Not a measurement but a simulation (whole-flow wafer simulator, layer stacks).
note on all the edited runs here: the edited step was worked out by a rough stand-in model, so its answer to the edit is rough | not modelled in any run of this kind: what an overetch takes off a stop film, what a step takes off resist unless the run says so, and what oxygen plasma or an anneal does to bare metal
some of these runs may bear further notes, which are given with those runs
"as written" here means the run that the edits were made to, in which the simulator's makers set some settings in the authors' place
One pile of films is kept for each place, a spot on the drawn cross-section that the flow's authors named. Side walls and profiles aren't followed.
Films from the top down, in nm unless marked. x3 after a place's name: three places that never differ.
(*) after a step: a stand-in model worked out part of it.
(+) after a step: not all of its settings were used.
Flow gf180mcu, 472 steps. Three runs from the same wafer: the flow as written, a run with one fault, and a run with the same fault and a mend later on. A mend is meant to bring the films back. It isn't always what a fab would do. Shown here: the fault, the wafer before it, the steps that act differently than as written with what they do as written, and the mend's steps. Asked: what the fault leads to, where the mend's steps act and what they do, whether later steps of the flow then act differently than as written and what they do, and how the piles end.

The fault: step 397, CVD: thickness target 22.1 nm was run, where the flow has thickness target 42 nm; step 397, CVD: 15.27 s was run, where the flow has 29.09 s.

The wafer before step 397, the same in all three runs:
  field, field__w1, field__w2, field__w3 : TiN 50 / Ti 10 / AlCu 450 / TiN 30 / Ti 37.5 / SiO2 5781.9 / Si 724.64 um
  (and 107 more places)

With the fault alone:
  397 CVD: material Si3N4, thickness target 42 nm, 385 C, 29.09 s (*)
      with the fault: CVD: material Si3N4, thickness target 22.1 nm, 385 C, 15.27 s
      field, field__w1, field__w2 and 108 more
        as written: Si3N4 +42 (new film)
        with the fault: Si3N4 +22.1 (new film)
  Later steps of the flow that act differently than as written (5 more steps differ only slightly, by at most 2% or 0.5 nm, whichever is larger, and aren't shown):
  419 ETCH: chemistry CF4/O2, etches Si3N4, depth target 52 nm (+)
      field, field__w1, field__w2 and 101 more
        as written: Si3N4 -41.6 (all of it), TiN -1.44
        with the fault: Si3N4 -21.7 (all of it), TiN -1.51
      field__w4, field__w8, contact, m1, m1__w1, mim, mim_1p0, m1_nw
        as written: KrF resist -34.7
        with the fault: KrF resist -21.7
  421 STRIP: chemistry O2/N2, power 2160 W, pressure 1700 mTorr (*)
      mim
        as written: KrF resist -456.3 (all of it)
        with the fault: KrF resist -469.2 (all of it)
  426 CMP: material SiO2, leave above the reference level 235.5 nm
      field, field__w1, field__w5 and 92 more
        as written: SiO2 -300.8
        with the fault: SiO2 -320.8
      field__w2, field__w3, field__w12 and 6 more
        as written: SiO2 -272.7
        with the fault: SiO2 -293.5
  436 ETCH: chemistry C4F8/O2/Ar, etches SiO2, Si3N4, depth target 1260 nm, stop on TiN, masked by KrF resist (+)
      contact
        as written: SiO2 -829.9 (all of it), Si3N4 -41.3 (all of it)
        with the fault: SiO2 -829.9 (all of it), Si3N4 -21.4 (all of it)
  At the end the piles differ from the flow's by more than 2% or 0.5 nm, whichever is larger, at field__w4, field__w8, contact, m1, m1__w1, mim, mim_1p0, m1_nw.
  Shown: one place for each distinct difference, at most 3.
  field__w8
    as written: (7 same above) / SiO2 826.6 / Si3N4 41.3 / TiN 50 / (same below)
    with the fault: (7 same above) / SiO2 826.6 / Si3N4 21.4 / TiN 50 / (same below)
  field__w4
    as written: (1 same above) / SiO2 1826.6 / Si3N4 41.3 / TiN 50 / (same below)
    with the fault: (1 same above) / SiO2 1826.6 / Si3N4 21.4 / TiN 50 / (same below)
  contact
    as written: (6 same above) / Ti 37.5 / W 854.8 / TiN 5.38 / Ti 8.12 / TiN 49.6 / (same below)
    with the fault: (6 same above) / Ti 37.5 / W 834.7 / TiN 5.44 / Ti 8.21 / TiN 49.6 / (same below)

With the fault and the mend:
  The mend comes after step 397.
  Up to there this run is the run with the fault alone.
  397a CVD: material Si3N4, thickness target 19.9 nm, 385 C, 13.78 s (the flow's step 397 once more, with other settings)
      field, field__w1, field__w2 and 108 more
        Si3N4 +19.9
  No later step of the flow acts differently than as written, at any place that is followed, by more than 2% or 0.5 nm, whichever is larger.
  At the end the piles differ from the flow's only slightly at the places that both follow, by at most 2% or 0.5 nm, whichever is larger.
